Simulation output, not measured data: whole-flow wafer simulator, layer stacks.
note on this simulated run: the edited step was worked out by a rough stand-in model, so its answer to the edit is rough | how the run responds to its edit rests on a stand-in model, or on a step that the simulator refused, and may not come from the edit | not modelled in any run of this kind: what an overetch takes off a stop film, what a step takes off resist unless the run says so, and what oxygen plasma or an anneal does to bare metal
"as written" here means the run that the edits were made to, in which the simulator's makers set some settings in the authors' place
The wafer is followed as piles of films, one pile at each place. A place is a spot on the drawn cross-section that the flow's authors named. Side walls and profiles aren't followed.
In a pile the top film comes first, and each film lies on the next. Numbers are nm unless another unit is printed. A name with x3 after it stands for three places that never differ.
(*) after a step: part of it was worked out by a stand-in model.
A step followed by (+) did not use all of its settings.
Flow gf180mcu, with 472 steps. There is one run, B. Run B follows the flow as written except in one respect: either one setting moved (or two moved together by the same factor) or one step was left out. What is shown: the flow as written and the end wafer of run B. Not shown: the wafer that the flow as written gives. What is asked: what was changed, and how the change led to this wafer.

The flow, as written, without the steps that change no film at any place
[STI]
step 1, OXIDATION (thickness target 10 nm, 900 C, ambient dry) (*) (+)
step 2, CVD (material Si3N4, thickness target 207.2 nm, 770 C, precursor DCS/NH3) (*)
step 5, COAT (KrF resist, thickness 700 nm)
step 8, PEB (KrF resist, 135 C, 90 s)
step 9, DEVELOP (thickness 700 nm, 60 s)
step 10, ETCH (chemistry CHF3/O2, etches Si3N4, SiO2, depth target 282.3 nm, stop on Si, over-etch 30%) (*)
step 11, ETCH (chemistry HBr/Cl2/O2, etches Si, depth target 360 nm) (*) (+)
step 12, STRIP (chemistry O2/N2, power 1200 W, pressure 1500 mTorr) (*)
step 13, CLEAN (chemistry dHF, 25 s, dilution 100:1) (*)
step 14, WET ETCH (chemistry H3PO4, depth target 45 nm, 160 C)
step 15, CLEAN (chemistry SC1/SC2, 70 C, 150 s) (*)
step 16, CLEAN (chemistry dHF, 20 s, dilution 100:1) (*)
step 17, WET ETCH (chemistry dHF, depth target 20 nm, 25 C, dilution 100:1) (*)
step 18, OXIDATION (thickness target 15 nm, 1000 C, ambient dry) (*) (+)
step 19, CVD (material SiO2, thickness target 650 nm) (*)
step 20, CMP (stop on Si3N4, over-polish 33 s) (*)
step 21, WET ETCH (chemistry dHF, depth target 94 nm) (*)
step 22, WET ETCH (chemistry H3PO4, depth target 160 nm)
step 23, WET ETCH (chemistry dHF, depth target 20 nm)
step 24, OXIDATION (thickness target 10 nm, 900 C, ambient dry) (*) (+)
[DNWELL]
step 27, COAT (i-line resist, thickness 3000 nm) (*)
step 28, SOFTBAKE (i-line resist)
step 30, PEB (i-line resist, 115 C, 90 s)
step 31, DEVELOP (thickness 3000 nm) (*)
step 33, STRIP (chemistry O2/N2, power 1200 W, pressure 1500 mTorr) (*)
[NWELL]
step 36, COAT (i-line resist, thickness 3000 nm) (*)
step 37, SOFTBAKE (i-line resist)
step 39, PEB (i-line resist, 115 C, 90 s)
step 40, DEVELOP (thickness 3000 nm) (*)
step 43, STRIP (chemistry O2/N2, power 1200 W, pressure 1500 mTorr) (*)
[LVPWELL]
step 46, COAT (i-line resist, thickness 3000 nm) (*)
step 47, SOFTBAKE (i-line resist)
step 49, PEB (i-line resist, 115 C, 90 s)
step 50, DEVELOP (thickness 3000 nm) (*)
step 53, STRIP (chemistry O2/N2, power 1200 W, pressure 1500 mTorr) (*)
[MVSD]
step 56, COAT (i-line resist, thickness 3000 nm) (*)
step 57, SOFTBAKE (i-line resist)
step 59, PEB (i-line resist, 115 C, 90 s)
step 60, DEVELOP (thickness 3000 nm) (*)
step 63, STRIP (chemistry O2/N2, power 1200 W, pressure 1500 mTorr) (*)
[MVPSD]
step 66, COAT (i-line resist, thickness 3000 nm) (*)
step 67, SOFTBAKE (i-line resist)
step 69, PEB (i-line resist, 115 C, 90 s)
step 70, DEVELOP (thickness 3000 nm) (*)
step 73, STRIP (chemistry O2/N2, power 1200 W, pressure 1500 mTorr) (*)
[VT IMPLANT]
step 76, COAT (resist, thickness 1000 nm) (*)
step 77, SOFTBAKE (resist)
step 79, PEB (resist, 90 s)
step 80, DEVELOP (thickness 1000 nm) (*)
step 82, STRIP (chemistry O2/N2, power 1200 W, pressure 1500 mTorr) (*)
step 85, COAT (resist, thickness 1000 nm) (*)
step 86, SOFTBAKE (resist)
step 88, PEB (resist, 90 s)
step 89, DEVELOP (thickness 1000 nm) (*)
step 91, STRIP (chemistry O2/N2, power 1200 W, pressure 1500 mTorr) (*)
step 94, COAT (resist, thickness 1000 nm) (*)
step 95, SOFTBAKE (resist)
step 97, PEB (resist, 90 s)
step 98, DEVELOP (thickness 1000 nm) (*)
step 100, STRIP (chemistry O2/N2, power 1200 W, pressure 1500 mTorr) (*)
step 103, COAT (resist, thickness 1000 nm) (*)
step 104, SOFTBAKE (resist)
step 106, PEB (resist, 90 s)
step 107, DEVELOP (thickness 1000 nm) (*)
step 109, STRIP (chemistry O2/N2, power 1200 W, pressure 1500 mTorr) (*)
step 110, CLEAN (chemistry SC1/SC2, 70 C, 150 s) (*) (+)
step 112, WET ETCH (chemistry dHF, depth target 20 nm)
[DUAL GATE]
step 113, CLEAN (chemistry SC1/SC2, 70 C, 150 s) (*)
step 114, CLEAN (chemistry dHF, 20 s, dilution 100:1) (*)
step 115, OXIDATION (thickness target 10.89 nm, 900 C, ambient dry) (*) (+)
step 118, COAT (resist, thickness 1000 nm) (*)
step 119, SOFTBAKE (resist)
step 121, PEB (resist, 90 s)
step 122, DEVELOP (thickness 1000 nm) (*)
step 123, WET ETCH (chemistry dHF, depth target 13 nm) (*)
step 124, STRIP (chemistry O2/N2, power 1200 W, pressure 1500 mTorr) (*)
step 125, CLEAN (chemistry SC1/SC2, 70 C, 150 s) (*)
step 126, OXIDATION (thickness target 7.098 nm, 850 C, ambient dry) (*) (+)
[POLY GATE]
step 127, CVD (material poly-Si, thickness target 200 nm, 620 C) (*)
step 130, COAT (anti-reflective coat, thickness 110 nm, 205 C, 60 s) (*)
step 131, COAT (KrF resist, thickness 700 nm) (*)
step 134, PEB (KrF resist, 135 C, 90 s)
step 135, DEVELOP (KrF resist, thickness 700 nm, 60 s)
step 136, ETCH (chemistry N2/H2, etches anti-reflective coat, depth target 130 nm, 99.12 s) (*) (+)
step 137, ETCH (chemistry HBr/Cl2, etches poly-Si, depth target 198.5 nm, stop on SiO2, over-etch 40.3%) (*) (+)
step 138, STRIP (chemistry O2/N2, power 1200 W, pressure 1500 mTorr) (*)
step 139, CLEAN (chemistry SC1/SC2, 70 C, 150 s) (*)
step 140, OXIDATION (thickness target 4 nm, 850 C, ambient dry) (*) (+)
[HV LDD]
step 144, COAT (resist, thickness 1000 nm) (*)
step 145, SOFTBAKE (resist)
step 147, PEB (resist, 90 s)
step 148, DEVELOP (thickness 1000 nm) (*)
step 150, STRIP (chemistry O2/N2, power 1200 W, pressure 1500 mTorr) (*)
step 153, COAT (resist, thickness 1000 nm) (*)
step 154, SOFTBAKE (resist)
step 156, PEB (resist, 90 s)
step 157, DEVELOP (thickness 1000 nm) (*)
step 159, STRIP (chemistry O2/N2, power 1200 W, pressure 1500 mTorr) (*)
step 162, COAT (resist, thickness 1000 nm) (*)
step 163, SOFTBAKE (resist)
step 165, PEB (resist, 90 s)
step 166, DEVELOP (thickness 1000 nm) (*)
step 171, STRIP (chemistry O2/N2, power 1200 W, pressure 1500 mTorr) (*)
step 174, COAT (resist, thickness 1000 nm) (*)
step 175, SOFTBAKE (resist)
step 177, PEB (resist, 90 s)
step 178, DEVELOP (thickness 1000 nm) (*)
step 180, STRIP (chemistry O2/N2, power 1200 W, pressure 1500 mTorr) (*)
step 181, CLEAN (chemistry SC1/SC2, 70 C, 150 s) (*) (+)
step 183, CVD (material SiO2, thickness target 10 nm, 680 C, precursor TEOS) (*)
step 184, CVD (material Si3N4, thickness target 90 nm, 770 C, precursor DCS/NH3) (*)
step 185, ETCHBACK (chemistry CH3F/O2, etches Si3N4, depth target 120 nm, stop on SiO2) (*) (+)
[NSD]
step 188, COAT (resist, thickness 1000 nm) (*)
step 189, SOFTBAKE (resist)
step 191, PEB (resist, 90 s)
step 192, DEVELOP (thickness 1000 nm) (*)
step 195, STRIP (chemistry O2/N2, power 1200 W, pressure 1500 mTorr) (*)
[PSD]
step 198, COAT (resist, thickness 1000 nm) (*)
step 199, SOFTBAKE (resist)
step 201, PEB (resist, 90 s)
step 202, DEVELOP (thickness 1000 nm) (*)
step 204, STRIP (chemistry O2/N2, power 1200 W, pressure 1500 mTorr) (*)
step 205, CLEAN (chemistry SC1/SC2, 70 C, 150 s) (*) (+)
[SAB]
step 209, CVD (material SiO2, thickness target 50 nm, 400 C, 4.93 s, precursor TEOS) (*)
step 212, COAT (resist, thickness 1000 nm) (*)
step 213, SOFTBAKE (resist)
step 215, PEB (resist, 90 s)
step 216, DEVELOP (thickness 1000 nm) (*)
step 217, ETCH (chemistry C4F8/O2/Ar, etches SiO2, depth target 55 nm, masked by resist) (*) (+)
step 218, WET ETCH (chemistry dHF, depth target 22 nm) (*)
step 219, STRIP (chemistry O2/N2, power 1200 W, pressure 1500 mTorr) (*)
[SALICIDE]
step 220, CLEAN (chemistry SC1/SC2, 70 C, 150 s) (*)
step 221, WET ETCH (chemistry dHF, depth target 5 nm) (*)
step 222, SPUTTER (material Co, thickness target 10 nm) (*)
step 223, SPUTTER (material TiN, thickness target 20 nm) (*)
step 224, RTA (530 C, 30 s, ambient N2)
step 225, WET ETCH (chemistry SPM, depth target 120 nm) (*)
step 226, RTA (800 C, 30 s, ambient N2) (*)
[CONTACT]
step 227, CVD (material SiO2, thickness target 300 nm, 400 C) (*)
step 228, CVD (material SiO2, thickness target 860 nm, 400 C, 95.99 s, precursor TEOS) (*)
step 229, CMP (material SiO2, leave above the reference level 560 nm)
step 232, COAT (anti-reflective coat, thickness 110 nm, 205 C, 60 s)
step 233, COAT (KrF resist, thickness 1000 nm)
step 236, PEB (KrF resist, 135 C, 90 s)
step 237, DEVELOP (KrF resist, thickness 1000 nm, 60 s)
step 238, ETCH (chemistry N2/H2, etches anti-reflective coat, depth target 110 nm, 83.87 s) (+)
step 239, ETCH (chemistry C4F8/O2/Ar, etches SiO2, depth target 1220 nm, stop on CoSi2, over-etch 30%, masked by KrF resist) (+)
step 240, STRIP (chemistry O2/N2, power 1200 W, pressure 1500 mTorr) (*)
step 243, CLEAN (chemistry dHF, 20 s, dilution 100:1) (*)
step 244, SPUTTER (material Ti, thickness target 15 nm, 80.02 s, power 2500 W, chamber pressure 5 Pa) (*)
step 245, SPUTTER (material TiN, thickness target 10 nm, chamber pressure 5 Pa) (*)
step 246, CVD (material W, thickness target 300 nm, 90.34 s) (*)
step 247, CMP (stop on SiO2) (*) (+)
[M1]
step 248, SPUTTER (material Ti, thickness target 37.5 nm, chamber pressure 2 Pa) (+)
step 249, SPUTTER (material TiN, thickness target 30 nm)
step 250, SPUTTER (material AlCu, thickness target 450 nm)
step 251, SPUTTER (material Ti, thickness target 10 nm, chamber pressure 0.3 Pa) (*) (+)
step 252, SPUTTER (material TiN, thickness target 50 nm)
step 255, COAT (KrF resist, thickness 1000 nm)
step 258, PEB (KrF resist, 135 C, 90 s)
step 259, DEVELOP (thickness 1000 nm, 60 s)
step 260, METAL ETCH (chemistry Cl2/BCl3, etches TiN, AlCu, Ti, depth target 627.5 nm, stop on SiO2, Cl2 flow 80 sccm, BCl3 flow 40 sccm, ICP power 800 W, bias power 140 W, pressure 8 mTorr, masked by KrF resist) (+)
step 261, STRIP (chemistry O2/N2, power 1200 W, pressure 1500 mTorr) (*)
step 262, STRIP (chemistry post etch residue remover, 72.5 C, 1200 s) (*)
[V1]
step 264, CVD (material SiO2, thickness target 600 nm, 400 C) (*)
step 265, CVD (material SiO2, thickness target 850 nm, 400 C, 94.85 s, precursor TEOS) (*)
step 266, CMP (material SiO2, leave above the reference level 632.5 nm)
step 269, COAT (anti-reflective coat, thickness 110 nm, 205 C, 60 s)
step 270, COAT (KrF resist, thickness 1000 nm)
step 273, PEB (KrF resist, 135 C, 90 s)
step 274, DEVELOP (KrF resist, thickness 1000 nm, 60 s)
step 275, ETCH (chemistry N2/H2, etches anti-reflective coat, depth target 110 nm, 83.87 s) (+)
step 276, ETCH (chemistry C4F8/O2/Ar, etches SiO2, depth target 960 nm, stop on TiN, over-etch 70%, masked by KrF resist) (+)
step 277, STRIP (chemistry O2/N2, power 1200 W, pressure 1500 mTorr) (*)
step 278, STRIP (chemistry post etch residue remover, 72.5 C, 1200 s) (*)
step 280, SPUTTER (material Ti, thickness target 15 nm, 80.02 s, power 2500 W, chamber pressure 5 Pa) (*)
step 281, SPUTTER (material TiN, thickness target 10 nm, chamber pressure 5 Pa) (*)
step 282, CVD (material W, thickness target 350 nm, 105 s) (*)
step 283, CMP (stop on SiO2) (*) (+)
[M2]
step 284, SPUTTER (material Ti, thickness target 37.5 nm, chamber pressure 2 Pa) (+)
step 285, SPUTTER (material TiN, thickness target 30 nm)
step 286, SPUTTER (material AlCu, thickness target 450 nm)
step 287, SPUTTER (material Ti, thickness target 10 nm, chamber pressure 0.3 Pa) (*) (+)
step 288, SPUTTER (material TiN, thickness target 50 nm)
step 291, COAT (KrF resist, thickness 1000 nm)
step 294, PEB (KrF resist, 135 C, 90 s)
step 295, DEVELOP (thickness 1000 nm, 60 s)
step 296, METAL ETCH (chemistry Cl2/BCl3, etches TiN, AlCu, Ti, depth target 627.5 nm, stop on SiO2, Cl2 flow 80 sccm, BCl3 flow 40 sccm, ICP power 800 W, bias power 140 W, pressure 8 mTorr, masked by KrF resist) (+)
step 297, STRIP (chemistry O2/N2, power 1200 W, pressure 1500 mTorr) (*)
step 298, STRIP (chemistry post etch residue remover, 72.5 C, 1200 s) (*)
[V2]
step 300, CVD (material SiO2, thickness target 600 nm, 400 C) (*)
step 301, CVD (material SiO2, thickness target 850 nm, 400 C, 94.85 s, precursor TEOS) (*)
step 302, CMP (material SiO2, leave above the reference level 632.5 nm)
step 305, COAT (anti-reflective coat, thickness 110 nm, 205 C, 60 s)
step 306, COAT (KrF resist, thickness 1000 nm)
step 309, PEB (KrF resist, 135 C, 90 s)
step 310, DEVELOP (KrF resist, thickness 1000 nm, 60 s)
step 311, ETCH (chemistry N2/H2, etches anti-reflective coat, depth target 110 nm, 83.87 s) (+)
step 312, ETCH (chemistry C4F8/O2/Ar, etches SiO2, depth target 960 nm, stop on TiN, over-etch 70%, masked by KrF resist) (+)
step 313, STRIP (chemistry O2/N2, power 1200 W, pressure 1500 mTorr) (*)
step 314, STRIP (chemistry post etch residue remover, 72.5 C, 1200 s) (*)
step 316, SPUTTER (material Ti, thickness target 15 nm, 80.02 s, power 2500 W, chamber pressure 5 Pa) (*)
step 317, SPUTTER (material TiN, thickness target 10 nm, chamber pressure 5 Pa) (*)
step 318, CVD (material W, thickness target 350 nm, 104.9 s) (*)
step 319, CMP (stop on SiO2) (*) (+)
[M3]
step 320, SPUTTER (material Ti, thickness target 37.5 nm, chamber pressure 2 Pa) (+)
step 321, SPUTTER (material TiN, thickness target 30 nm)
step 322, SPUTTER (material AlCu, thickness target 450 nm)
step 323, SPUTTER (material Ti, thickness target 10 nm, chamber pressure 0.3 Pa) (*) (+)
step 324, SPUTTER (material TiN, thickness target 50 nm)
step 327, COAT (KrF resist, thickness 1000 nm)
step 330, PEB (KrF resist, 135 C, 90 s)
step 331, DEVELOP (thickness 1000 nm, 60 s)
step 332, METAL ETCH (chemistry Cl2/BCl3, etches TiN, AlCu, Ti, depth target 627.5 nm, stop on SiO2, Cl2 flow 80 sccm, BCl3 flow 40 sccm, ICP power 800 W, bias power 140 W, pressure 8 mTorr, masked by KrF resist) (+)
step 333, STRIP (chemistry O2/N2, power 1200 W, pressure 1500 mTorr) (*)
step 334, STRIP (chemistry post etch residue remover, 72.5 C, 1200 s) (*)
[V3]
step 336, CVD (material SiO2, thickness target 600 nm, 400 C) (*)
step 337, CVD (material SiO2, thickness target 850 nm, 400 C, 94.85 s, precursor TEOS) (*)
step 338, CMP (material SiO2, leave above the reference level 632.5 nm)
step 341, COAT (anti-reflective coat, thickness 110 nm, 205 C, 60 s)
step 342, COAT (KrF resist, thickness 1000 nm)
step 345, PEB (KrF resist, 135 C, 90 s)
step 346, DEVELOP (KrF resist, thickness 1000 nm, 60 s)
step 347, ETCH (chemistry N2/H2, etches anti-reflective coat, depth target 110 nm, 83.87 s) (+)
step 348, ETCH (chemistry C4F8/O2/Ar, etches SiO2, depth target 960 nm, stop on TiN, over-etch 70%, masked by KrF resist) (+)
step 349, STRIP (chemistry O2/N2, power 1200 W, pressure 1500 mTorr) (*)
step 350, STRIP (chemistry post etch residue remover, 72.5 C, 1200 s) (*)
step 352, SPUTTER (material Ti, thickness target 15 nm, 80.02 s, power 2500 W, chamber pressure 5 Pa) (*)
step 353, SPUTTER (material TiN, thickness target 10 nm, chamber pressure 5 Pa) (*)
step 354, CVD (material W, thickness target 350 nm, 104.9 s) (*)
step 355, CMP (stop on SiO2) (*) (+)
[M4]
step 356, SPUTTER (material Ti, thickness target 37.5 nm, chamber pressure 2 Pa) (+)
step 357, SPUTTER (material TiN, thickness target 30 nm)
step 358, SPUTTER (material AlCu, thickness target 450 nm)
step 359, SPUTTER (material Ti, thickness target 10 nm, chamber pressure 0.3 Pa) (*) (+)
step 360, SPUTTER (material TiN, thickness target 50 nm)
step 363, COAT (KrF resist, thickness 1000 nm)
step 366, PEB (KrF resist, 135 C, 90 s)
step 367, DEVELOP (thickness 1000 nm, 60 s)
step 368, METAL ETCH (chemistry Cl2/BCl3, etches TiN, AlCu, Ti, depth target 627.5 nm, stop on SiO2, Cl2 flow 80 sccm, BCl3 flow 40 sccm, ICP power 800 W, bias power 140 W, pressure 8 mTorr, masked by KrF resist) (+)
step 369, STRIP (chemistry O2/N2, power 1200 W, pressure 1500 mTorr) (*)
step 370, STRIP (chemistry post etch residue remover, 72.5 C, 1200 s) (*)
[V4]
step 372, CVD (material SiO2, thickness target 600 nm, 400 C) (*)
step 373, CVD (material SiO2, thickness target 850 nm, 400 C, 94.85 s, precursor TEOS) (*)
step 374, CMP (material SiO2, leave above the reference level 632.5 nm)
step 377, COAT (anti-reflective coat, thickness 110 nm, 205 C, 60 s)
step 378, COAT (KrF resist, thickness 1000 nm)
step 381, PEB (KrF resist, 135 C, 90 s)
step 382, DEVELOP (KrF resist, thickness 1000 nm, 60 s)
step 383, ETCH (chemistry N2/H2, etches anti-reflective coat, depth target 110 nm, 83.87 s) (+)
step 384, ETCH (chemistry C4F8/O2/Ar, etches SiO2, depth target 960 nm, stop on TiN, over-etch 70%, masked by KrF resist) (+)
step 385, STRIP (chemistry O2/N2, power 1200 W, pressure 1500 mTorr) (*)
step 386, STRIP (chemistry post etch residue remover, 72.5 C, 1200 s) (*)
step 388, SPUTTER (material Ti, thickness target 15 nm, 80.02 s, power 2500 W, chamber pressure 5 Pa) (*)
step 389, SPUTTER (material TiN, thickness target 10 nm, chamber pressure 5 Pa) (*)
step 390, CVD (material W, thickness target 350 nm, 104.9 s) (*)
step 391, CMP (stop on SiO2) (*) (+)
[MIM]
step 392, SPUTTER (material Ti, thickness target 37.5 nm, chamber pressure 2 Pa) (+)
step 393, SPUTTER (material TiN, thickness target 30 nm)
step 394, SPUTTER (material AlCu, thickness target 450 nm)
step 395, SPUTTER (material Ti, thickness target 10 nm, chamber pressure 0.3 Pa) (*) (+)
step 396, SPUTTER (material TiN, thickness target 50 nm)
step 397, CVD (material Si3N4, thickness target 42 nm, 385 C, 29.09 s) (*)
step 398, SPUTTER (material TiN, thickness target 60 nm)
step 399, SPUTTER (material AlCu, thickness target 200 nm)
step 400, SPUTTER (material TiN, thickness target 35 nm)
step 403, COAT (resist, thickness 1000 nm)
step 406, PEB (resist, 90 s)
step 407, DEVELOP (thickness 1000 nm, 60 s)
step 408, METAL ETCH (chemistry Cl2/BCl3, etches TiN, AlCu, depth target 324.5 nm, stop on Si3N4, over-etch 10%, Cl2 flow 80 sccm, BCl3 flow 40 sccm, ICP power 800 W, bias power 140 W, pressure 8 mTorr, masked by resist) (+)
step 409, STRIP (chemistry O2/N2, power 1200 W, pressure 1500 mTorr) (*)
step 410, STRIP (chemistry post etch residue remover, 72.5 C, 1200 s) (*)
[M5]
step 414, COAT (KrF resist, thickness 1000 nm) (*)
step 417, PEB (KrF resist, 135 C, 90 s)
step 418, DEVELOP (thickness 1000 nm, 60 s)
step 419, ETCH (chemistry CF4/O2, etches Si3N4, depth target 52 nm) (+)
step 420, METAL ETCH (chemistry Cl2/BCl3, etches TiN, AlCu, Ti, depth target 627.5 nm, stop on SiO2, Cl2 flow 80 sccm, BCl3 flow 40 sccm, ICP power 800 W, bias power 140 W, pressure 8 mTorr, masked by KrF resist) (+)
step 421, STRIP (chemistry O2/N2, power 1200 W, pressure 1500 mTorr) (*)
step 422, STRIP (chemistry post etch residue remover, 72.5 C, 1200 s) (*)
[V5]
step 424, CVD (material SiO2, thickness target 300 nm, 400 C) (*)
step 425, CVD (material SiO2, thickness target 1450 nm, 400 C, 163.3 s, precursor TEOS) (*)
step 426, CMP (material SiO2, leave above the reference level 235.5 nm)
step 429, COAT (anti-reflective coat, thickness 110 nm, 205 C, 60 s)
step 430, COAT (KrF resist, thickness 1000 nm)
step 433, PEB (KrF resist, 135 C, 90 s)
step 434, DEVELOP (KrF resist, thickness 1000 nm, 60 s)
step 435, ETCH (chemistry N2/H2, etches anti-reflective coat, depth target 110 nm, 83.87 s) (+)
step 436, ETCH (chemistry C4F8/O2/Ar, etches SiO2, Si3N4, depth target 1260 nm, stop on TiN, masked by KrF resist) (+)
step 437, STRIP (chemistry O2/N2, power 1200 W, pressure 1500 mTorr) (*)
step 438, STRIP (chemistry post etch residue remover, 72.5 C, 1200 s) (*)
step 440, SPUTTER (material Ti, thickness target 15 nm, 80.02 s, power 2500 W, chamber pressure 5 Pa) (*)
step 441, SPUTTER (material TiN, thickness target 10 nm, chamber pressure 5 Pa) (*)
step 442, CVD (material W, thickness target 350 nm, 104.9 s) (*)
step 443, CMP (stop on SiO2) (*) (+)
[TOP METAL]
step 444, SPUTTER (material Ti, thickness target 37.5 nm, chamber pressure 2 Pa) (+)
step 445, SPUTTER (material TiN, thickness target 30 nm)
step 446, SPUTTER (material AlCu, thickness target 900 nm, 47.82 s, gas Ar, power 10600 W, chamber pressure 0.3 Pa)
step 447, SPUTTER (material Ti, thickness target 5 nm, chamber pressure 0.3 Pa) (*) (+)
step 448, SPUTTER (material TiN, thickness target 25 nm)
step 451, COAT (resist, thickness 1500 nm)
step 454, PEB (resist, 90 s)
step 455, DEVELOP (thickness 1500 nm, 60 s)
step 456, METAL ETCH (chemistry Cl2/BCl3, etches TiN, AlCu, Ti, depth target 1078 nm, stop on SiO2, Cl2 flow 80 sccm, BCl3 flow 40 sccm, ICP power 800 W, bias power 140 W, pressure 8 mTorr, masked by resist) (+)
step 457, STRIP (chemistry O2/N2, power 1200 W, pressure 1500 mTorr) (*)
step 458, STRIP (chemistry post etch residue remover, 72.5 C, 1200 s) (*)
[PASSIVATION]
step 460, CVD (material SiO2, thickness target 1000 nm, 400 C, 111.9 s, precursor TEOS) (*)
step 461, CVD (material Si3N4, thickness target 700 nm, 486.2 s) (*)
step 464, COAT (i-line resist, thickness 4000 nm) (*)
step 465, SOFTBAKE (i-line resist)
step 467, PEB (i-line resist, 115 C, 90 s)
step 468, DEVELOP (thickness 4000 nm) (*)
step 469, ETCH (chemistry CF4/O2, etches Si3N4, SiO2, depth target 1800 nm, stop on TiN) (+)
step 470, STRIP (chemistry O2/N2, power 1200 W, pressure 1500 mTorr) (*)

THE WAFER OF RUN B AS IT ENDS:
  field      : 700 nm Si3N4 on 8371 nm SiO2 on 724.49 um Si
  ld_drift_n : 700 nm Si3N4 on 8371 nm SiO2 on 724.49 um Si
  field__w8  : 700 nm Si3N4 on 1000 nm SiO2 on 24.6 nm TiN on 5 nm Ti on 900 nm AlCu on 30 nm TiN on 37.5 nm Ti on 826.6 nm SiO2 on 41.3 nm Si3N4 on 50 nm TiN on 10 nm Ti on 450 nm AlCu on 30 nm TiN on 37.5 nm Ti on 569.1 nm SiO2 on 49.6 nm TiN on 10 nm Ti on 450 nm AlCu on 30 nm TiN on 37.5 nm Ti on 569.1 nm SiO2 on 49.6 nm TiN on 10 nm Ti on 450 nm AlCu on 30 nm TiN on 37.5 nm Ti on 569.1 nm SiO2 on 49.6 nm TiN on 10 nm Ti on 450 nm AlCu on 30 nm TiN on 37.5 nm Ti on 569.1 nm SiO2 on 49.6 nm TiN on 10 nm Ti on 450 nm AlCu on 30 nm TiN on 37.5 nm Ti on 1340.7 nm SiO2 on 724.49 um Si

The reason: step 11, ETCH: depth target 504 nm was run, while the flow as written has depth target 360 nm.

How this came from the change, step by step:
  step 11, ETCH (chemistry HBr/Cl2/O2, etches Si, depth target 360 nm) (*) (+)
      active, n_well, p_well and 40 more: KrF resist loses 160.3 (it would be, as written: KrF resist loses 112.3)
      field, field_sub, sti and 34 more: Si loses 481 (it would be, as written: Si loses 337)
  step 12, STRIP (chemistry O2/N2, power 1200 W, pressure 1500 mTorr) (*)
      active, n_well, p_well and 40 more: KrF resist loses 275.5 (all of it) (it would be, as written: KrF resist loses 323.5 (all of it))
  step 19, CVD (material SiO2, thickness target 650 nm) (*)
      m1, ld_fp_n, ld_drift_n and 8 more: SiO2 gains 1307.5 (it would be, as written: SiO2 gains 1163.5)
  step 20, CMP (stop on Si3N4, over-polish 33 s) (*)
      sti, mim_1p0, pad and 11 more: nothing (it would be, as written: SiO2 loses 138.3)
      nw_enc_fld, nw_enc_fld_lv: nothing (it would be, as written: SiO2 loses 142.4)
      (as well as at 10 more places)
  step 28, SOFTBAKE (i-line resist)
      ldn_tap: i-line resist gains 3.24 (it would be, as written: i-line resist gains 4.04)
      ldn_sep: i-line resist gains 3.54 (it would be, as written: i-line resist gains 4.42)
      (as well as at 17 more places)
  step 37, SOFTBAKE (i-line resist)
      ldn_tap: i-line resist gains 3.24 (it would be, as written: i-line resist gains 4.04)
      ldn_sep: i-line resist gains 3.54 (it would be, as written: i-line resist gains 4.42)
      (as well as at 17 more places)
  step 47, SOFTBAKE (i-line resist)
      ldn_tap: i-line resist gains 3.24 (it would be, as written: i-line resist gains 4.04)
      ldn_sep: i-line resist gains 3.54 (it would be, as written: i-line resist gains 4.42)
      (as well as at 17 more places)
  step 57, SOFTBAKE (i-line resist)
      ldn_tap: i-line resist gains 3.24 (it would be, as written: i-line resist gains 4.04)
      ldn_sep: i-line resist gains 3.54 (it would be, as written: i-line resist gains 4.42)
      (as well as at 17 more places)
  step 67, SOFTBAKE (i-line resist)
      ldn_tap: i-line resist gains 3.24 (it would be, as written: i-line resist gains 4.04)
      ldn_sep: i-line resist gains 3.54 (it would be, as written: i-line resist gains 4.42)
      (as well as at 17 more places)
  step 130, COAT (anti-reflective coat, thickness 110 nm, 205 C, 60 s) (*)
      sti, mim_1p0, pad, dice_street: anti-reflective coat gains 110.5 (new film) (it would be, as written: anti-reflective coat gains 105.8 (new film))
      iso_nw_fld: anti-reflective coat gains 107.3 (new film) (it would be, as written: anti-reflective coat gains 104.9 (new film))
      (as well as at 11 more places)
  step 136, ETCH (chemistry N2/H2, etches anti-reflective coat, depth target 130 nm, 99.12 s) (*) (+)
      sti, mim_1p0, pad, dice_street: anti-reflective coat loses 110.5 (all of it), poly-Si loses 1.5 (it would be, as written: anti-reflective coat loses 105.8 (all of it), poly-Si loses 1.62)
      iso_nw_fld: anti-reflective coat loses 107.3 (all of it), poly-Si loses 1.58 (it would be, as written: anti-reflective coat loses 104.9 (all of it), poly-Si loses 1.64)
      (as well as at 7 more places)
  step 138, STRIP (chemistry O2/N2, power 1200 W, pressure 1500 mTorr) (*)
      polyc_n: chemical SiO2 gains 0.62 (new film), KrF resist loses 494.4 (all of it), anti-reflective coat loses 107 (all of it), poly-Si loses 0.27 (it would be, as written: chemical SiO2 gains 0.62 (new film), KrF resist loses 493.8 (all of it), anti-reflective coat loses 103.2 (all of it), poly-Si loses 0.27)
      polyc_n_rim: chemical SiO2 gains 0.62 (new film), KrF resist loses 494.6 (all of it), anti-reflective coat loses 106.8 (all of it), poly-Si loses 0.27 (it would be, as written: chemical SiO2 gains 0.62 (new film), KrF resist loses 494.1 (all of it), anti-reflective coat loses 102.8 (all of it), poly-Si loses 0.27)
      (as well as at 2 more places)
  step 188, COAT (resist, thickness 1000 nm) (*)
      ldp_drn: resist gains 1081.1 (new film) (it would be, as written: resist gains 1058.3 (new film))
  step 189, SOFTBAKE (resist)
      ldp_drn: resist gains 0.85 (it would be, as written: resist loses 0.01)
      active_hv: resist gains 0.19 (it would be, as written: resist gains 0.78)
  step 191, PEB (resist, 90 s)
      ldp_drn: resist loses 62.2 (it would be, as written: resist loses 60.7)
  step 195, STRIP (chemistry O2/N2, power 1200 W, pressure 1500 mTorr) (*)
      ldp_drn: resist loses 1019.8 (all of it) (it would be, as written: resist loses 997.5 (all of it))
  ... another 10 steps ...
  step 229, CMP (material SiO2, leave above the reference level 560 nm)
      sti, mim_1p0, pad, dice_street, iso_nw_fld, iso_fld_sub: SiO2 loses 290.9 (it would be, as written: SiO2 loses 297)
